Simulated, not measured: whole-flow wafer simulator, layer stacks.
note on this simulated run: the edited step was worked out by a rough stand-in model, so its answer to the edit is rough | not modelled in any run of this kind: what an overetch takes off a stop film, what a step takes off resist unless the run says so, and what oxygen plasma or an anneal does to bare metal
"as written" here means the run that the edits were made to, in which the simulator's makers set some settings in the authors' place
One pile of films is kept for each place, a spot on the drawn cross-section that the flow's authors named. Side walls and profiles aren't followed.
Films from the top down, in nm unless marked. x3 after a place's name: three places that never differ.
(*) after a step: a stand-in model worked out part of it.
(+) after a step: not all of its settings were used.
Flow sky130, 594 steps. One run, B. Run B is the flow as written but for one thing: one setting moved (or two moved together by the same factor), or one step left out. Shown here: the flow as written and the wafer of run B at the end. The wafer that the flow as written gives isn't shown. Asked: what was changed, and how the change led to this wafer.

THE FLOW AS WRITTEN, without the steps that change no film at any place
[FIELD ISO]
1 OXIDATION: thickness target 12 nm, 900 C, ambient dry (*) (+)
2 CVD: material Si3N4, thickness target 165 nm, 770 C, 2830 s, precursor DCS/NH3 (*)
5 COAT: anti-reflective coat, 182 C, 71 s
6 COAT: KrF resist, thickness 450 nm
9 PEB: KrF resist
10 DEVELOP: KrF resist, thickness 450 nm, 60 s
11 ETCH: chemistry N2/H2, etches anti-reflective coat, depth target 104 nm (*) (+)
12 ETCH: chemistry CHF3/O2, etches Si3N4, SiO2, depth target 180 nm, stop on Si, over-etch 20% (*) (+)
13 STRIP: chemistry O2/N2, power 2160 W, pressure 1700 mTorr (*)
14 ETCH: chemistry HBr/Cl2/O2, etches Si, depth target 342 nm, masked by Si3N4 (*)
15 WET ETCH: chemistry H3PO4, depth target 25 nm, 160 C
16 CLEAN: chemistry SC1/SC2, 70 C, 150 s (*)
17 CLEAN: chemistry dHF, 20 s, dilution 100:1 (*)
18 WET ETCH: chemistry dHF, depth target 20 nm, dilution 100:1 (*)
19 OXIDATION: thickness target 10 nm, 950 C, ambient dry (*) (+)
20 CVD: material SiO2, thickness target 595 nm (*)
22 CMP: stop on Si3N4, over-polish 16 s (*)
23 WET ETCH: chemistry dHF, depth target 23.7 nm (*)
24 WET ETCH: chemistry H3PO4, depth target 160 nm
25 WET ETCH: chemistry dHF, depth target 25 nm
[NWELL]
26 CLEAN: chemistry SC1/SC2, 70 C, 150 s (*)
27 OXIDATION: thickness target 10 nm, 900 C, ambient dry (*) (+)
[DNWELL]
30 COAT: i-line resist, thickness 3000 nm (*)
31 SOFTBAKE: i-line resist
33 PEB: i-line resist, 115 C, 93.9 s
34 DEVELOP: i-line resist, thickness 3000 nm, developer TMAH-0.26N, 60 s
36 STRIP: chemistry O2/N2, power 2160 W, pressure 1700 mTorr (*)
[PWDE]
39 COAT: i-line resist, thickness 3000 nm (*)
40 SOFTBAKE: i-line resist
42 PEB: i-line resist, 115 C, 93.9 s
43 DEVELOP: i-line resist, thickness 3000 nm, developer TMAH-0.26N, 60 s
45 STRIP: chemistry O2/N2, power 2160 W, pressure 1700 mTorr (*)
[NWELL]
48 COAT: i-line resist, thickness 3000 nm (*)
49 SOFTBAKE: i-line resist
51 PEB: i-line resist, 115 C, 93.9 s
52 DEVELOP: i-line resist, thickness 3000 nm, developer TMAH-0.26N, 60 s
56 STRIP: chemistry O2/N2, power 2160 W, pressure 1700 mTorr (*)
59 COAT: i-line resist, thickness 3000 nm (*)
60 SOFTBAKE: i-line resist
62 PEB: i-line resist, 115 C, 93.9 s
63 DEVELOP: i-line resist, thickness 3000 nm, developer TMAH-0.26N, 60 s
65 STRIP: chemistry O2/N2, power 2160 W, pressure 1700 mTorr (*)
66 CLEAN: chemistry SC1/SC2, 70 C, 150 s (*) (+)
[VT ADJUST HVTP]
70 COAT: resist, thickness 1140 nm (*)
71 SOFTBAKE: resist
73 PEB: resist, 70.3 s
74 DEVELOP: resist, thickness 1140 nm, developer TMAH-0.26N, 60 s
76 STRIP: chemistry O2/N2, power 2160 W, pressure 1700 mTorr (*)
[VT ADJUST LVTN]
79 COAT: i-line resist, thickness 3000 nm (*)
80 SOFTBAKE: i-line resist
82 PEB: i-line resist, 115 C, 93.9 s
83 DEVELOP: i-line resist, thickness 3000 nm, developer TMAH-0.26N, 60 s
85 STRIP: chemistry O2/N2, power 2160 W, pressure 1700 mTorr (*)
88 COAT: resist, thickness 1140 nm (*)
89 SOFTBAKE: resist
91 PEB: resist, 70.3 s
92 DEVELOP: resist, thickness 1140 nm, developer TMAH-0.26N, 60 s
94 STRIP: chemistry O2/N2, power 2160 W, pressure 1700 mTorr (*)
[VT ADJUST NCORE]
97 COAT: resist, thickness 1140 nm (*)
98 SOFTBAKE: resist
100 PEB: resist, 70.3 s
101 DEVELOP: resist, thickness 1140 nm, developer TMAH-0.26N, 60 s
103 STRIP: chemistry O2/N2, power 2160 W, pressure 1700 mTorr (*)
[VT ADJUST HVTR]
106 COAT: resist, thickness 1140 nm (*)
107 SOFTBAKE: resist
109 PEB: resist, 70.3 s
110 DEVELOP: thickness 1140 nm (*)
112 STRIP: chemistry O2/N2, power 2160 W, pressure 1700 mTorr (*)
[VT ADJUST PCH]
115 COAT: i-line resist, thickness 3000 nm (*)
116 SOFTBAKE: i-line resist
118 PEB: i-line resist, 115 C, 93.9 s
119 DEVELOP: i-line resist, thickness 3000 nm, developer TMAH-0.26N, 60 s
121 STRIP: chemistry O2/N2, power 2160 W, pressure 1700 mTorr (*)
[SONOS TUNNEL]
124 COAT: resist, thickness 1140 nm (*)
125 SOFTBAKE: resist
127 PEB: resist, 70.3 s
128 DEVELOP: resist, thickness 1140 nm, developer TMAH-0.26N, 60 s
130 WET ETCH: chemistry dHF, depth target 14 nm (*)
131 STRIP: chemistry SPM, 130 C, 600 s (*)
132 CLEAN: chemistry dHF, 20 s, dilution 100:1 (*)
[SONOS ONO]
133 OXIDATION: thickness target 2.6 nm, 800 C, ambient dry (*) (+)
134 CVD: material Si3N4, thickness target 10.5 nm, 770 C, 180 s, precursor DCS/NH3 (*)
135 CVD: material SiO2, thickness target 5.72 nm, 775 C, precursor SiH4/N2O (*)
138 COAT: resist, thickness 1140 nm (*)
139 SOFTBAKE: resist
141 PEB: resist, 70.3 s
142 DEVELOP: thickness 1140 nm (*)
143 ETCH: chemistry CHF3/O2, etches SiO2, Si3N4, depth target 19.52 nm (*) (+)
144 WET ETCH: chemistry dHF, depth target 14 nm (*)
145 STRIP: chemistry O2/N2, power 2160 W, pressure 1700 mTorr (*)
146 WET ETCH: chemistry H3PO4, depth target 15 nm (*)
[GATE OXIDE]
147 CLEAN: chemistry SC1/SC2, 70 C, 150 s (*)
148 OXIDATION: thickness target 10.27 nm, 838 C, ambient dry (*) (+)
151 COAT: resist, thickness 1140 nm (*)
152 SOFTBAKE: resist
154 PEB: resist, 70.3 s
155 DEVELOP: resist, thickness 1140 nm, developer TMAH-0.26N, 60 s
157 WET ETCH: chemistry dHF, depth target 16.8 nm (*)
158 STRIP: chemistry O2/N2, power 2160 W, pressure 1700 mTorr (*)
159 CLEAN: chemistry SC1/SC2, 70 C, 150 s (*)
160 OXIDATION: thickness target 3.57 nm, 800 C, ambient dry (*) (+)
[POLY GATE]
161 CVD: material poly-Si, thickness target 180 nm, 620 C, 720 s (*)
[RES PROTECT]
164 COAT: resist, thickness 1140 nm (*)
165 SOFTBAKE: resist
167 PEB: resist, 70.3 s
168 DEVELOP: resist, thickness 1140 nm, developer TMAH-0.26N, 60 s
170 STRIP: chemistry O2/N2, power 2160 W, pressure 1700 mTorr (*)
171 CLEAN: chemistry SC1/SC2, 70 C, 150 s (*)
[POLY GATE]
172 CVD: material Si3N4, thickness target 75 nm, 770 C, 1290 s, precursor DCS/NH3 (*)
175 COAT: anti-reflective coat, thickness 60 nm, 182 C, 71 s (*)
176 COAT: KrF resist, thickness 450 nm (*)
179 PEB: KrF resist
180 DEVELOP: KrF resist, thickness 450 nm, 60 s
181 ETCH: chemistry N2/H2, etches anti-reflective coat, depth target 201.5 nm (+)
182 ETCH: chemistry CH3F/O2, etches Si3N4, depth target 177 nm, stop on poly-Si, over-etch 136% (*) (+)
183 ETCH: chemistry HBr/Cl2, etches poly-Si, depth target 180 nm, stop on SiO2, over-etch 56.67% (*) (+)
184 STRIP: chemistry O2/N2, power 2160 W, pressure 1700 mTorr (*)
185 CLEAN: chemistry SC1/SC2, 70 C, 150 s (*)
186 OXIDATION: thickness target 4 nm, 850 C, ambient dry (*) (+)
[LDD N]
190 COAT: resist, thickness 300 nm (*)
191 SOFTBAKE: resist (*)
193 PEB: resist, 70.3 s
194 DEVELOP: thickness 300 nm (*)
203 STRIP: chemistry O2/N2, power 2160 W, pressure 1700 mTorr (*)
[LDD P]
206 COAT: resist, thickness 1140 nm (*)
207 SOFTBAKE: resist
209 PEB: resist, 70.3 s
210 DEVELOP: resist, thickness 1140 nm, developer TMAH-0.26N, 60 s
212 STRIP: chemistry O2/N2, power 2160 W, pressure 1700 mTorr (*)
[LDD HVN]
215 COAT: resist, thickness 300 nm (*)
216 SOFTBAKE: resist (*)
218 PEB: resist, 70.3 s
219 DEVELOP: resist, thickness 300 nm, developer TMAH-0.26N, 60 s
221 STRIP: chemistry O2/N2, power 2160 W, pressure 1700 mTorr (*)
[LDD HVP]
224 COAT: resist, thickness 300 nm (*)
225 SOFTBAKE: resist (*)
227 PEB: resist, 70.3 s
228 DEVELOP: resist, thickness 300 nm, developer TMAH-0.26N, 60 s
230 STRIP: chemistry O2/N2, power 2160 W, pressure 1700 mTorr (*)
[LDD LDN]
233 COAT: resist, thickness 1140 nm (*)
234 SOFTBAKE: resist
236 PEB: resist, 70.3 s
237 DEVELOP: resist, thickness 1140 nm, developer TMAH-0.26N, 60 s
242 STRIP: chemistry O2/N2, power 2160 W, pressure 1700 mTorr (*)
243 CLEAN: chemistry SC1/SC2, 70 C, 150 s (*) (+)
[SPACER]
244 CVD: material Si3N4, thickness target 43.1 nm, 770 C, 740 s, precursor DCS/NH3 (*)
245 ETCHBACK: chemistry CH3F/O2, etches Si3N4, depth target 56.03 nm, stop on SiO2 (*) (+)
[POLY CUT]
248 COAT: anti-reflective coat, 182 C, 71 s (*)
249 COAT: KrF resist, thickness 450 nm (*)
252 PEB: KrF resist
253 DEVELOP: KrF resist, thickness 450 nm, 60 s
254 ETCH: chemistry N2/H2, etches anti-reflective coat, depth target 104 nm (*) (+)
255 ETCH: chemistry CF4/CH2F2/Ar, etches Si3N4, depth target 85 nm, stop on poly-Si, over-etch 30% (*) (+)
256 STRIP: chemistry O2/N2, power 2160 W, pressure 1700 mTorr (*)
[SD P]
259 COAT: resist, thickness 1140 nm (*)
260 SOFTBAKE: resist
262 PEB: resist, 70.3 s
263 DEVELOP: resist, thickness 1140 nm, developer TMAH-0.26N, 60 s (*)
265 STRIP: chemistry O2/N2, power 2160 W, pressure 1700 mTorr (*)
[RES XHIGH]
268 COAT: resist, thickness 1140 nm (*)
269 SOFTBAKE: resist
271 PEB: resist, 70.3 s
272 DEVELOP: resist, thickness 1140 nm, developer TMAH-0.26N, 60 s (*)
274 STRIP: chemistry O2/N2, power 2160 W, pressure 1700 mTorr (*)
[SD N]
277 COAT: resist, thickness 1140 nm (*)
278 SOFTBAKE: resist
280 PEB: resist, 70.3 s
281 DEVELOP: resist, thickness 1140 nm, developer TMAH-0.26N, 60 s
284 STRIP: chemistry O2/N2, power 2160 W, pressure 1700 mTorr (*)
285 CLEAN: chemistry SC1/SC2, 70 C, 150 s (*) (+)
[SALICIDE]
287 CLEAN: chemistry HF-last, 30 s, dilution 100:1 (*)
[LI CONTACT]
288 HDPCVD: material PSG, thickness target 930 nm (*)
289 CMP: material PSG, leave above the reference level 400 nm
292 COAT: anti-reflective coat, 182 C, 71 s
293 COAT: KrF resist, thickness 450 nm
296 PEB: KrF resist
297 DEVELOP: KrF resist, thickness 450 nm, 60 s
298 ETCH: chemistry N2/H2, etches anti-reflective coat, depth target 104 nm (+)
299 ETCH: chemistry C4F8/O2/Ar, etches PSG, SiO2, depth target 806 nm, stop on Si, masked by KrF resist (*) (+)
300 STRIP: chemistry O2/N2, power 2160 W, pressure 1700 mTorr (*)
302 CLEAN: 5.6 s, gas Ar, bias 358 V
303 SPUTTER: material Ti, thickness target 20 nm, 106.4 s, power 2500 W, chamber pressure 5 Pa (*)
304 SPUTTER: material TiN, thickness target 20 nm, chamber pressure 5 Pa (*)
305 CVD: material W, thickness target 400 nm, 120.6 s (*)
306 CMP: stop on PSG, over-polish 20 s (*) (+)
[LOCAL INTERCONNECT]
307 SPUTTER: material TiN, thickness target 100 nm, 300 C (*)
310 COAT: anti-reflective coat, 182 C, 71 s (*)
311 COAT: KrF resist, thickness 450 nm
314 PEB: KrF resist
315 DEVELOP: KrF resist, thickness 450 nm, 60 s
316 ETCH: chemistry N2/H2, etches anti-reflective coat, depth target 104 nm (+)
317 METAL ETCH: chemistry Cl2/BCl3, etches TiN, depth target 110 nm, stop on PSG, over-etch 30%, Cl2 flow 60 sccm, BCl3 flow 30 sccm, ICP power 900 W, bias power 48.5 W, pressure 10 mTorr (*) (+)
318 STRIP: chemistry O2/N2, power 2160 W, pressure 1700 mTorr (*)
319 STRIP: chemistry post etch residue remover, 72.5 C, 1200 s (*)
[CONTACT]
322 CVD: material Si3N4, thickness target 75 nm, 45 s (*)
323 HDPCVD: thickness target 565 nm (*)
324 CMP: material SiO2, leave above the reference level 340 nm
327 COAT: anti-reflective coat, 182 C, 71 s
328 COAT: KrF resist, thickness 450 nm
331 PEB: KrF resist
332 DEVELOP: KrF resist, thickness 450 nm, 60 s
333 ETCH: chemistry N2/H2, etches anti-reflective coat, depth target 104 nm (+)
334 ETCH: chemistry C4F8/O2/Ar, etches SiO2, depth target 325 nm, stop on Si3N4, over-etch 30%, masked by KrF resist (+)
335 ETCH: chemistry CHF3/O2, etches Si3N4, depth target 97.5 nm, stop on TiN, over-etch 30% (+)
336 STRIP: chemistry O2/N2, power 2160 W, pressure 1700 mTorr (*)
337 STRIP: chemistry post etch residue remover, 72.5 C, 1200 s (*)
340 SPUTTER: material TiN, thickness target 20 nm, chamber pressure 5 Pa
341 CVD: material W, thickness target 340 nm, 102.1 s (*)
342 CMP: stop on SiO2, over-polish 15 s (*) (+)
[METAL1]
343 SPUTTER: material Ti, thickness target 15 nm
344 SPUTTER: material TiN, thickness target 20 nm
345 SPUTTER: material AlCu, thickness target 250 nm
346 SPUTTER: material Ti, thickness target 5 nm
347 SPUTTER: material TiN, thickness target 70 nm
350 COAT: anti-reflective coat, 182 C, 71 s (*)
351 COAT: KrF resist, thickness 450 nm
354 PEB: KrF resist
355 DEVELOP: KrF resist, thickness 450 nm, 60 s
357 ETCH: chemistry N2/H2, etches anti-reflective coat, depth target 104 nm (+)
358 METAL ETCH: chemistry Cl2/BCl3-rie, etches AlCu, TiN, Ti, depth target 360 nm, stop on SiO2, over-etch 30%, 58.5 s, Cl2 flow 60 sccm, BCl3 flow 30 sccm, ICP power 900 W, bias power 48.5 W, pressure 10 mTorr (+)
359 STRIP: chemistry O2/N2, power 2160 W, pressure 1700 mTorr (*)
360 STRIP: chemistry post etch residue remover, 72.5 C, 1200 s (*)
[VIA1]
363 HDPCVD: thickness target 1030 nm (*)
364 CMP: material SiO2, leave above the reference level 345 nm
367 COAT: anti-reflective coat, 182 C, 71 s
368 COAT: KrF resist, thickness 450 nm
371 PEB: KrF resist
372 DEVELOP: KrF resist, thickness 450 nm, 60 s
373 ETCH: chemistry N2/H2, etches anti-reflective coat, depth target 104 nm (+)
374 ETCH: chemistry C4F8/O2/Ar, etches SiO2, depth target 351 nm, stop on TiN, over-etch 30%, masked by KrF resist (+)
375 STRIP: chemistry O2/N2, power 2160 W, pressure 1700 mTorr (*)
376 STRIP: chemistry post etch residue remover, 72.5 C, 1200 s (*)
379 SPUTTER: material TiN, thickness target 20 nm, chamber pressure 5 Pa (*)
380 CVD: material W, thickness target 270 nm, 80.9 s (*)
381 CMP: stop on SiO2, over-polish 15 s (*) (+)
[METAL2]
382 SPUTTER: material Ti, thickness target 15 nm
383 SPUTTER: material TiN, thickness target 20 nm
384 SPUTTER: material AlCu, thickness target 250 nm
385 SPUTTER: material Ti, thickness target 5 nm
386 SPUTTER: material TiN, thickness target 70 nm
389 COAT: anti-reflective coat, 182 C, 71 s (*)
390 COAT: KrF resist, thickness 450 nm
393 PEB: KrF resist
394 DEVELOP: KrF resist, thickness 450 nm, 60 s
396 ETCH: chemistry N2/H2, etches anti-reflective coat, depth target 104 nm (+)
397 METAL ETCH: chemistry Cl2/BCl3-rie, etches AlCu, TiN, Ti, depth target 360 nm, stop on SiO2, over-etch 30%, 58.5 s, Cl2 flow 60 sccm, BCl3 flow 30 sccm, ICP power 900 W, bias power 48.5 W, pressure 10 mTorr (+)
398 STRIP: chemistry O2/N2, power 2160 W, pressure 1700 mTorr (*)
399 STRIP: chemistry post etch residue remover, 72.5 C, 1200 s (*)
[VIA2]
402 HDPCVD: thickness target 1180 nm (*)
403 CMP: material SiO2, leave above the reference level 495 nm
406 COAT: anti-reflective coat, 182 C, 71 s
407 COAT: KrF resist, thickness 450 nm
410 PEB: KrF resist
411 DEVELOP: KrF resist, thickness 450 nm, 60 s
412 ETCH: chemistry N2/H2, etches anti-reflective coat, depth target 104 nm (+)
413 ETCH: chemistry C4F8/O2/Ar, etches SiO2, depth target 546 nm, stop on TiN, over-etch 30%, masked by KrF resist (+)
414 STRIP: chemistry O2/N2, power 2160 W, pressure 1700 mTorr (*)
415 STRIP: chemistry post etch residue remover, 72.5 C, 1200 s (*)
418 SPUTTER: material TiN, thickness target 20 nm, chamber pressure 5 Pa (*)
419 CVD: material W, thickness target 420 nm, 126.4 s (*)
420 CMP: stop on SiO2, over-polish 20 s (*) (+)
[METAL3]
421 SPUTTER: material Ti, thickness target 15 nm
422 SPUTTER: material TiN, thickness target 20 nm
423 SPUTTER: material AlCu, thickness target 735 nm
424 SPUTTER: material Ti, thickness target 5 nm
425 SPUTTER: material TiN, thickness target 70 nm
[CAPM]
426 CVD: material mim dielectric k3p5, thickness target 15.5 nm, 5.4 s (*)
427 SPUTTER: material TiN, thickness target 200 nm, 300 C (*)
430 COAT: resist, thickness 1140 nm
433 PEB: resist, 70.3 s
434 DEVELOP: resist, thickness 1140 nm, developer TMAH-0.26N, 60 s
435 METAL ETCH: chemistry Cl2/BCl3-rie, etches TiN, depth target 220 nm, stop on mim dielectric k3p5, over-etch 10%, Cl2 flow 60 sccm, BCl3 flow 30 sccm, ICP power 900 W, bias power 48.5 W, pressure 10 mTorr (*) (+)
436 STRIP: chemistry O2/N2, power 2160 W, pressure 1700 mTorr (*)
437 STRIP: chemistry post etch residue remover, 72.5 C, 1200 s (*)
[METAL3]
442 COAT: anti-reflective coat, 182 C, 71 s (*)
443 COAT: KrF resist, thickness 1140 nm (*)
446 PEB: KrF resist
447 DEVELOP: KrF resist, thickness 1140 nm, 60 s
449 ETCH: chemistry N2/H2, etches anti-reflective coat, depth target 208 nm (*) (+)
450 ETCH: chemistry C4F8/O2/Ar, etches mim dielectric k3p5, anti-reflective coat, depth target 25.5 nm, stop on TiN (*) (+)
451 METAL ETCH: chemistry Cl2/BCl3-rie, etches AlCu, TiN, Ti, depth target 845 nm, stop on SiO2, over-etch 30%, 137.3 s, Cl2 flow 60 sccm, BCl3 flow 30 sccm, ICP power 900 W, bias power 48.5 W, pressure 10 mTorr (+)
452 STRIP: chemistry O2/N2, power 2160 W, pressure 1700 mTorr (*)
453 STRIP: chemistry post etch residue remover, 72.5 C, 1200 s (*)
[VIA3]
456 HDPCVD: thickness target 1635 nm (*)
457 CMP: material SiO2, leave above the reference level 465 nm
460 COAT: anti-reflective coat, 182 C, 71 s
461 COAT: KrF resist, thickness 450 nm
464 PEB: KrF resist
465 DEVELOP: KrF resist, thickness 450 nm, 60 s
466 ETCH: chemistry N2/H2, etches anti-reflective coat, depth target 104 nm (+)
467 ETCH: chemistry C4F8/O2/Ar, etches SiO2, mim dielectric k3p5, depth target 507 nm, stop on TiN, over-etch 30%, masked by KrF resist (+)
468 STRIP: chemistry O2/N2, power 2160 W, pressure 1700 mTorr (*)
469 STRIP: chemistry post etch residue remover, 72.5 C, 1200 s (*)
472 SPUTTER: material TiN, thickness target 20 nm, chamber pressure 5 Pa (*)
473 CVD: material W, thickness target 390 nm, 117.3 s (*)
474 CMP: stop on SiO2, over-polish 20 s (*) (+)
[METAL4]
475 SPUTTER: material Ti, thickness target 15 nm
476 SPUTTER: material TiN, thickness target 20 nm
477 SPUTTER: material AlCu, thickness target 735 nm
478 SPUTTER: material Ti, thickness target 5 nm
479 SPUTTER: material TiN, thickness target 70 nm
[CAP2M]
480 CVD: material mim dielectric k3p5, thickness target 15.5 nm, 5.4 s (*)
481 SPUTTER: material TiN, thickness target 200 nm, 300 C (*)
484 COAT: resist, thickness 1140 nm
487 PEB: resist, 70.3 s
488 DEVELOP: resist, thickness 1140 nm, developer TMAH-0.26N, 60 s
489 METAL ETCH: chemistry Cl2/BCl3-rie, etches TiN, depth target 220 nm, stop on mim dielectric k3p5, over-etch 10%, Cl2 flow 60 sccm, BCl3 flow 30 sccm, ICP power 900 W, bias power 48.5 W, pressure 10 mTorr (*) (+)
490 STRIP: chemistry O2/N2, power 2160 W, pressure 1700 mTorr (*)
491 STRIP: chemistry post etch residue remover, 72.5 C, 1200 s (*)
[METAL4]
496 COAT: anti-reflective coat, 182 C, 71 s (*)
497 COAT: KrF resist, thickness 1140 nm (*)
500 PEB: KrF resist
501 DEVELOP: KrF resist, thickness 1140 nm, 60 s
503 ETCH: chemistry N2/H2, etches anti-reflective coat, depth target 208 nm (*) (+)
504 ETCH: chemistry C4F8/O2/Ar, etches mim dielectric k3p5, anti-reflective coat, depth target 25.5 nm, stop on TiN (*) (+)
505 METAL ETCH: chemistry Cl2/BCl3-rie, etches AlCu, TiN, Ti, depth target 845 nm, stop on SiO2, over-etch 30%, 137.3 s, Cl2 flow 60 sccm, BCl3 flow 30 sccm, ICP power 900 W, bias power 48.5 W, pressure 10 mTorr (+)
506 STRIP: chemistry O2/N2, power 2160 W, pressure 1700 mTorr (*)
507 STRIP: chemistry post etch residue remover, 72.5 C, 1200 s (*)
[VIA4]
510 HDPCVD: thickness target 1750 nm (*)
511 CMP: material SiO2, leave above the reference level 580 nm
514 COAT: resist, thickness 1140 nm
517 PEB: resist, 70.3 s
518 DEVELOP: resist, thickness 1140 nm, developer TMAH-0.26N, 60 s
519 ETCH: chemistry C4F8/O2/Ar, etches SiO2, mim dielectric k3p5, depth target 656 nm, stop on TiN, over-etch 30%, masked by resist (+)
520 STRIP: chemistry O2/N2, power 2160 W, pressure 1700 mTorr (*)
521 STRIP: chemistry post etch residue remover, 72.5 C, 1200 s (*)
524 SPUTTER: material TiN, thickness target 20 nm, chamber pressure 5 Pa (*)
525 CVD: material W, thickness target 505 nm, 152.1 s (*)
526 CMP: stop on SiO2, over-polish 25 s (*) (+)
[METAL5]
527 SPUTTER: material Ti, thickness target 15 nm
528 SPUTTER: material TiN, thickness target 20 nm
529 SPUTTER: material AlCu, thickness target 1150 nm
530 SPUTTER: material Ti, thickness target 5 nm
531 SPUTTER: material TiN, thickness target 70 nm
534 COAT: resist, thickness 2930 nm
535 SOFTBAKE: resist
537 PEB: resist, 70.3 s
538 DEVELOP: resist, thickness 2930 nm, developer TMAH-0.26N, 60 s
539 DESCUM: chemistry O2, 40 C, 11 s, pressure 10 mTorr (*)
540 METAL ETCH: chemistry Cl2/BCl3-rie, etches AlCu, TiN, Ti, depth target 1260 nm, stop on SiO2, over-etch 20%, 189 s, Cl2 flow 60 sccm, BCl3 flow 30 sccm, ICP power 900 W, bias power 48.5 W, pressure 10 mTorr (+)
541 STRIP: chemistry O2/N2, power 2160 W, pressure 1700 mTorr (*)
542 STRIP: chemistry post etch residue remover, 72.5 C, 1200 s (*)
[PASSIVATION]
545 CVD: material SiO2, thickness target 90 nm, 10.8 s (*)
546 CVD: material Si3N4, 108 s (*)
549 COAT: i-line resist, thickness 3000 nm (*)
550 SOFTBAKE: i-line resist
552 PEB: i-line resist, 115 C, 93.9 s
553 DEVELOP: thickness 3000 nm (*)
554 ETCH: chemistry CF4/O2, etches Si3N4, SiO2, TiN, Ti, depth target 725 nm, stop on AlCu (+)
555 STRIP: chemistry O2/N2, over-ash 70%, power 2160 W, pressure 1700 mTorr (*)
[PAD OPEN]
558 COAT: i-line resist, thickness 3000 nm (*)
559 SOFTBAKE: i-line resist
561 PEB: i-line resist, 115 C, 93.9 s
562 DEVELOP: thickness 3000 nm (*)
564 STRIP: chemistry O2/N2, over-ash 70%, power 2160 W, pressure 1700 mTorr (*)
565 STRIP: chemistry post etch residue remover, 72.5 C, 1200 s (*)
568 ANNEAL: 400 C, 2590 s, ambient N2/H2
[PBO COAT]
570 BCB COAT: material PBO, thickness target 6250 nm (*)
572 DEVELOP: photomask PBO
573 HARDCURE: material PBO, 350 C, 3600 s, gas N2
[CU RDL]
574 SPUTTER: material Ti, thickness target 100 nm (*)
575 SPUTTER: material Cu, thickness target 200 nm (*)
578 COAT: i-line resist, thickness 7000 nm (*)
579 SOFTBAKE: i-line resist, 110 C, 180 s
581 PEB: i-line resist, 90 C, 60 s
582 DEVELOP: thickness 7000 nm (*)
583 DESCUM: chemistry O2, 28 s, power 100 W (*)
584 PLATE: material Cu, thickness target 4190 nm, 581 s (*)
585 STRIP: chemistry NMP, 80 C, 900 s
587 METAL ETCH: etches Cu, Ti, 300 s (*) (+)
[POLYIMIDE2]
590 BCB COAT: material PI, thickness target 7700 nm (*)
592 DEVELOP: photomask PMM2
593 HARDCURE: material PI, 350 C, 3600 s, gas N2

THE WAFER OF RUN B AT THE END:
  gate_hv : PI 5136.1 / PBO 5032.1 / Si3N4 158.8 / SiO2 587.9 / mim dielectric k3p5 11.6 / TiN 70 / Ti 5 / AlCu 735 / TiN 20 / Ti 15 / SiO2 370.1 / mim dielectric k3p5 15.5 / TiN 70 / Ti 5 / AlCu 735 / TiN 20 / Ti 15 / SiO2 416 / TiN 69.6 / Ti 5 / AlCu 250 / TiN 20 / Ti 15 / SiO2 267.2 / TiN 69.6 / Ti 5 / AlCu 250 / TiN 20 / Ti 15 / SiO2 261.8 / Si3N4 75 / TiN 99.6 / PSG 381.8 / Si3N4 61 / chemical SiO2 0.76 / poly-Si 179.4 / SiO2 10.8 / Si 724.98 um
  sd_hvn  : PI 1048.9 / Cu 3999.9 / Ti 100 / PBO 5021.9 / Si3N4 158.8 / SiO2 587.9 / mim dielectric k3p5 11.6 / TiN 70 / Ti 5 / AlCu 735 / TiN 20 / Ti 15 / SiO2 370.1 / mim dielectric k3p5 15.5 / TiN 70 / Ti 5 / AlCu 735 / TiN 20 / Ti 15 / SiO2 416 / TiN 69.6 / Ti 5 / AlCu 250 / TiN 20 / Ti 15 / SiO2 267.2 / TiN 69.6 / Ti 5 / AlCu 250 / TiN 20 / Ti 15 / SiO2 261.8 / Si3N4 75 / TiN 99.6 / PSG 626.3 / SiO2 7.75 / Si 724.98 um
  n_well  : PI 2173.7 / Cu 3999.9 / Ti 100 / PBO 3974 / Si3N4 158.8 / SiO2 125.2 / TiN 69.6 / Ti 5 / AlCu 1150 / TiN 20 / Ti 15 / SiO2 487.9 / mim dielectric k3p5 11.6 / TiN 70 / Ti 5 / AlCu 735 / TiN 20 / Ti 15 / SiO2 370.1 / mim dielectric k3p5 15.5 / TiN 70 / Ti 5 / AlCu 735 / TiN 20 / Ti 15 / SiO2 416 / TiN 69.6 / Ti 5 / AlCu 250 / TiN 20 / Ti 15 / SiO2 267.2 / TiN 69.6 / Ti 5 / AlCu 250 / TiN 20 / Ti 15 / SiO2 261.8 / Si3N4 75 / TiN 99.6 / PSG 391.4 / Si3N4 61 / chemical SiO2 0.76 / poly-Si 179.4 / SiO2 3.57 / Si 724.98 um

The cause: step 480, CVD: thickness target 11.6 nm was run, where the flow has thickness target 15.5 nm; step 480, CVD: 4.05 s was run, where the flow has 5.4 s.
It can be read off the wafer: gate_hv has mim dielectric k3p5 11.6, and step 480 as written asks for 15.5 nm.

How the change led to this, step by step:
  480 CVD: material mim dielectric k3p5, thickness target 15.5 nm, 5.4 s (*)
      field, active, n_well and 189 more: mim dielectric k3p5 +11.6 (new film) (as written it would be: mim dielectric k3p5 +15.5 (new film))
  504 ETCH: chemistry C4F8/O2/Ar, etches mim dielectric k3p5, anti-reflective coat, depth target 25.5 nm, stop on TiN (*) (+)
      n_well, p_well, gate_hv and 102 more: KrF resist -11.6 (as written it would be: KrF resist -15.5)
      field, active, gate and 85 more: mim dielectric k3p5 -11.6 (all of it) (as written it would be: mim dielectric k3p5 -15.5 (all of it))
  519 ETCH: chemistry C4F8/O2/Ar, etches SiO2, mim dielectric k3p5, depth target 656 nm, stop on TiN, over-etch 30%, masked by resist (+)
      m1: SiO2 -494 (all of it), mim dielectric k3p5 -11.6 (all of it) (as written it would be: SiO2 -490.1 (all of it), mim dielectric k3p5 -15.5 (all of it))
      via4_hole: SiO2 -493.4 (all of it), mim dielectric k3p5 -11.6 (all of it) (as written it would be: SiO2 -489.5 (all of it), mim dielectric k3p5 -15.5 (all of it))
